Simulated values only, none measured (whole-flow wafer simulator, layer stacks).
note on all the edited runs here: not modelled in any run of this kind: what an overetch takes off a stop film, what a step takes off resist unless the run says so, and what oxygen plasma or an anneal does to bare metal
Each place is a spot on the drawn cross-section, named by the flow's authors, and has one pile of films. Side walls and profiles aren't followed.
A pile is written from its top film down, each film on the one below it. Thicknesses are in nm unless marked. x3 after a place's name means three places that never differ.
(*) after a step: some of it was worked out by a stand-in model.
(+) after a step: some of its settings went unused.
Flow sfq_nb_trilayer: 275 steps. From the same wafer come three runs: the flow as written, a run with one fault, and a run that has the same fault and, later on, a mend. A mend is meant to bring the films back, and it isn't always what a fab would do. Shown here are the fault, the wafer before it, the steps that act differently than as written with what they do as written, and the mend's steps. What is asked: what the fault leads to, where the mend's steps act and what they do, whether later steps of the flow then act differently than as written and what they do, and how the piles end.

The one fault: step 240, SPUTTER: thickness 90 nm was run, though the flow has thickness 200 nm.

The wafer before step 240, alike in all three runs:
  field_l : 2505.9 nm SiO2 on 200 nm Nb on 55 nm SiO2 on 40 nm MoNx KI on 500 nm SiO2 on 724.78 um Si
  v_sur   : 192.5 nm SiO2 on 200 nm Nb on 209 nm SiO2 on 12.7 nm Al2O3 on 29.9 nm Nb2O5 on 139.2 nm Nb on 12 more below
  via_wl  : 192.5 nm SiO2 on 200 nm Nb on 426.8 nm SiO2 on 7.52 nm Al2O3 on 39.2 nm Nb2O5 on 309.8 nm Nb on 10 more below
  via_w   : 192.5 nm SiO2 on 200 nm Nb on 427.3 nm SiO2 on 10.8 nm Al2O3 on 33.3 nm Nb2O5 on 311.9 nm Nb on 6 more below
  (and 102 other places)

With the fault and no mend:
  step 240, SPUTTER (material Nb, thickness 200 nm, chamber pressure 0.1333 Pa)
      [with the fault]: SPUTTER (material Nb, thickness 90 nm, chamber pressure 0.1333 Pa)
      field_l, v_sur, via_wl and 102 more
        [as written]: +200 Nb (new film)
        [with the fault]: +90 Nb (new film)
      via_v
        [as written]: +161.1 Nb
        [with the fault]: +72.4 Nb
  Steps later in the flow that act otherwise than as written (3 other steps are not shown; they differ only slightly, by no more than 2% or 0.5 nm, whichever is larger):
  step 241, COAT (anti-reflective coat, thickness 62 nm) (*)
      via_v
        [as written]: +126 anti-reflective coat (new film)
        [with the fault]: +120 anti-reflective coat (new film)
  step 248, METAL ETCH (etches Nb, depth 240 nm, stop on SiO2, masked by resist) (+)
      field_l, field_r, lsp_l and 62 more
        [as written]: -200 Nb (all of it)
        [with the fault]: -90 Nb (all of it)
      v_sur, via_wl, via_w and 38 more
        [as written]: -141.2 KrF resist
        [with the fault]: -79.4 KrF resist
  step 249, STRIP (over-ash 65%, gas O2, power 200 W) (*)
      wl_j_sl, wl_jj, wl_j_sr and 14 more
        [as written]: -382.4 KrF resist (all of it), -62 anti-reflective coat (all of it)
        [with the fault]: -444.1 KrF resist (all of it), -62 anti-reflective coat (all of it)
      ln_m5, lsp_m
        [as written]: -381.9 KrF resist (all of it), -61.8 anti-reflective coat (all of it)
        [with the fault]: -443.7 KrF resist (all of it), -61.8 anti-reflective coat (all of it)
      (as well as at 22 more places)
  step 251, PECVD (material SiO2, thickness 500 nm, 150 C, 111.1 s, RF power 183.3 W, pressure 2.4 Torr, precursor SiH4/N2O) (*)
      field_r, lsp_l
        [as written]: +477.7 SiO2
        [with the fault]: +489.9 SiO2
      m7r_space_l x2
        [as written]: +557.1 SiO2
        [with the fault]: +500 SiO2
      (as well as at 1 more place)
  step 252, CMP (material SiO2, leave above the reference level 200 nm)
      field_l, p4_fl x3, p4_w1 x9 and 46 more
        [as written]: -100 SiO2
        [with the fault]: -210 SiO2
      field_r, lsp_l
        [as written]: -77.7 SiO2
        [with the fault]: -199.9 SiO2
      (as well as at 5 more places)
  At field_l, v_sur, via_wl and 103 more, the piles at the end differ from the flow's by more than 2% or 0.5 nm, whichever is larger.
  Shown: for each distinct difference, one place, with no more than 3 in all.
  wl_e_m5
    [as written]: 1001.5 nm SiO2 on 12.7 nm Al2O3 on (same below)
    [with the fault]: 891.5 nm SiO2 on 12.7 nm Al2O3 on (same below)
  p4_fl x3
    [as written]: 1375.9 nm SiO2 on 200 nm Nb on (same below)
    [with the fault]: 1265.9 nm SiO2 on 200 nm Nb on (same below)
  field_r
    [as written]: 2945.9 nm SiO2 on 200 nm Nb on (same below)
    [with the fault]: 2835.9 nm SiO2 on 200 nm Nb on (same below)

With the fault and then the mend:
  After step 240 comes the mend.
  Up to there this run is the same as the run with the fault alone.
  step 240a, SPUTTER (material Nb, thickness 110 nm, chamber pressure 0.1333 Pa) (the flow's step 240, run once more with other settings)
      field_l, v_sur, via_wl and 102 more
        +110 Nb
      via_v
        +86.8 Nb
  None of the later steps of the flow differs from how it acts as written, at any place that is followed, by more than 2% or 0.5 nm, whichever is larger.
  The piles end only slightly different from the flow's at the places that both follow, by no more than 2% or 0.5 nm, whichever is larger.
